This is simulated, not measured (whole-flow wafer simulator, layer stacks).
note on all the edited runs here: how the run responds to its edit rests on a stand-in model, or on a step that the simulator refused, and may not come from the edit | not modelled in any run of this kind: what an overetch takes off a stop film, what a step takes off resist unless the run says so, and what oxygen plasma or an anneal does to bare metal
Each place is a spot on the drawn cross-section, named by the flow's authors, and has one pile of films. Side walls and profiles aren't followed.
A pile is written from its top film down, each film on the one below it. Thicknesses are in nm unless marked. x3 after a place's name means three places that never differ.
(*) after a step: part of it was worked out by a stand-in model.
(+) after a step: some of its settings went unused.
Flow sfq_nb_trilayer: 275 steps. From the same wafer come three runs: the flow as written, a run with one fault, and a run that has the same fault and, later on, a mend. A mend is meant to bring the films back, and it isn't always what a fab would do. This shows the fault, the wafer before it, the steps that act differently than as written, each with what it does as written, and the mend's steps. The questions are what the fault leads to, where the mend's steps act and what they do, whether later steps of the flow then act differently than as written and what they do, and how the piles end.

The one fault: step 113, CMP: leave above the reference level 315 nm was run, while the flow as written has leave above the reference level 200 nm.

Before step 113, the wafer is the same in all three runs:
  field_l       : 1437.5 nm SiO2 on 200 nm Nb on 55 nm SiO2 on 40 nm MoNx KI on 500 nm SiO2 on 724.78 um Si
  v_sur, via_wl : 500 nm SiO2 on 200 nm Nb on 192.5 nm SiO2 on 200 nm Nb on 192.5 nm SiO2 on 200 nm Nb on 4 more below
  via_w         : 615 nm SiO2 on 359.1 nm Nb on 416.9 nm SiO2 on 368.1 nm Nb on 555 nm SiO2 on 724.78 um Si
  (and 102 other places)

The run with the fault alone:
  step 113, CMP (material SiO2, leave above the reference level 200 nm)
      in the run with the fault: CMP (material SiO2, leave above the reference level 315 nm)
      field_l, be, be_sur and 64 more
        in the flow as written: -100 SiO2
        in the run with the fault: nothing
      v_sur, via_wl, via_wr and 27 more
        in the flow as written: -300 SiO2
        in the run with the fault: -185 SiO2
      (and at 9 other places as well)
  Steps further on in the flow that do not act as written (6 more steps, not shown, differ only slightly: by at most 2% or 0.5 nm, whichever is larger):
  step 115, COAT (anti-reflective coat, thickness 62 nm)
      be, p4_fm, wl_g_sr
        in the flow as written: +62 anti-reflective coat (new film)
        in the run with the fault: +64 anti-reflective coat (new film)
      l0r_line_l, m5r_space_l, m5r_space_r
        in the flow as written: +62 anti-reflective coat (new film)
        in the run with the fault: +63.3 anti-reflective coat (new film)
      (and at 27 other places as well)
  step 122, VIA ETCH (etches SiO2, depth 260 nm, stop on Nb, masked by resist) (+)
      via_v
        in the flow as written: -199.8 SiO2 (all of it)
        in the run with the fault: -260 SiO2
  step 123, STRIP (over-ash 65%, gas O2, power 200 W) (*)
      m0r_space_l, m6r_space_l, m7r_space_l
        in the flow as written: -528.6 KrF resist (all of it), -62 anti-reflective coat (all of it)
        in the run with the fault: -531.1 KrF resist (all of it), -64.1 anti-reflective coat (all of it)
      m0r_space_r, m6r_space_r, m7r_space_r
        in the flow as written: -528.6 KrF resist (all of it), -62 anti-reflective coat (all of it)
        in the run with the fault: -531 KrF resist (all of it), -64.2 anti-reflective coat (all of it)
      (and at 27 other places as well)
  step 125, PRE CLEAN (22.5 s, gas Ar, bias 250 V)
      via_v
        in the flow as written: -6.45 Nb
        in the run with the fault: -7.5 SiO2
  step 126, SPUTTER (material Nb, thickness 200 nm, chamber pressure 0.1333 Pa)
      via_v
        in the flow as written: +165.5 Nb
        in the run with the fault: +152.6 Nb (new film)
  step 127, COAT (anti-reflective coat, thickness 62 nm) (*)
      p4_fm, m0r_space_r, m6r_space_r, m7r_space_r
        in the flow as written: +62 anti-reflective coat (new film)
        in the run with the fault: +63.9 anti-reflective coat (new film)
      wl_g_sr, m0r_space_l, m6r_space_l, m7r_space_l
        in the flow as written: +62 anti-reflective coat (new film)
        in the run with the fault: +64 anti-reflective coat (new film)
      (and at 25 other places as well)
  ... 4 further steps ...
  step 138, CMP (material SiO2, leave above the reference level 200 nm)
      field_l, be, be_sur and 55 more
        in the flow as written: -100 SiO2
        in the run with the fault: -85 SiO2
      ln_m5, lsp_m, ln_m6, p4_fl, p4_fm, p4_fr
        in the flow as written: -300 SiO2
        in the run with the fault: -285 SiO2
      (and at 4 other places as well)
  The piles end different from the flow's at field_l, v_sur, via_wl and 103 more by more than 2% or 0.5 nm, whichever is larger.
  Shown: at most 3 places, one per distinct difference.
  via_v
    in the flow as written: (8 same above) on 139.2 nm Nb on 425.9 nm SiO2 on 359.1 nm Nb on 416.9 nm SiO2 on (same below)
    in the run with the fault: (8 same above) on 139.2 nm Nb on 500.1 nm SiO2 on 152.6 nm Nb on 47.3 nm SiO2 on 200 nm Nb on 416.9 nm SiO2 on (same below)
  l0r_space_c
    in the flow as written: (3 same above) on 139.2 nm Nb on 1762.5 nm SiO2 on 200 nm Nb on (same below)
    in the run with the fault: (3 same above) on 139.2 nm Nb on 1877.5 nm SiO2 on 200 nm Nb on (same below)
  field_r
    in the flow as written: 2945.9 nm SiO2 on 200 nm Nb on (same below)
    in the run with the fault: 3060.9 nm SiO2 on 200 nm Nb on (same below)

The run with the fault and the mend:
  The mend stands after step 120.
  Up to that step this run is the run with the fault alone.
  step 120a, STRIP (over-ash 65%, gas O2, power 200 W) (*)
      m0r_line_l, m0r_line_r, m6r_line_l, m6r_line_r, m7r_line_l, m7r_line_r
        -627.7 KrF resist (all of it), -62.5 anti-reflective coat (all of it)
      r_sur, res, r_end, ln_m6, lsp_r
        -625.9 KrF resist (all of it), -62.1 anti-reflective coat (all of it)
      moat, field_r, lsp_l, ln_m5, lsp_m
        -625.8 KrF resist (all of it), -62.1 anti-reflective coat (all of it)
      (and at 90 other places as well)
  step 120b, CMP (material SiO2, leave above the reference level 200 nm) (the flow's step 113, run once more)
      field_l, be, be_sur and 64 more
        -100 SiO2
      v_sur, via_wl, via_w and 36 more
        -115 SiO2
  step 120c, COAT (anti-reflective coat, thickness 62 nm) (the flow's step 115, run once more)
      field_l, v_sur, via_wl and 103 more
        +62 anti-reflective coat (new film)
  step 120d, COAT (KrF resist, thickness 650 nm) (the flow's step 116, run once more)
      field_l, v_sur, via_wl and 103 more
        +650 KrF resist (new film)
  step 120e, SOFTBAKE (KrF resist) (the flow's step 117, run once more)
      leaves every film unchanged at each place that is followed
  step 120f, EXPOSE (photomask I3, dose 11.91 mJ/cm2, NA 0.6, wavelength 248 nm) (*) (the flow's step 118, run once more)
      leaves every film unchanged at each place that is followed
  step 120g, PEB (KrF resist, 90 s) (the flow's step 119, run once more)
      field_l, v_sur, via_wl and 103 more
        -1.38 KrF resist
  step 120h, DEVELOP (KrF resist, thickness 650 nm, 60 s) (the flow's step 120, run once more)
      field_l, v_sur, via_wl and 102 more
        -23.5 KrF resist
      via_v
        -648.6 KrF resist (all of it)
  Later steps of the flow that are run all act as written at every place that is followed.
  At every place that both follow, the piles at the end match the flow's.
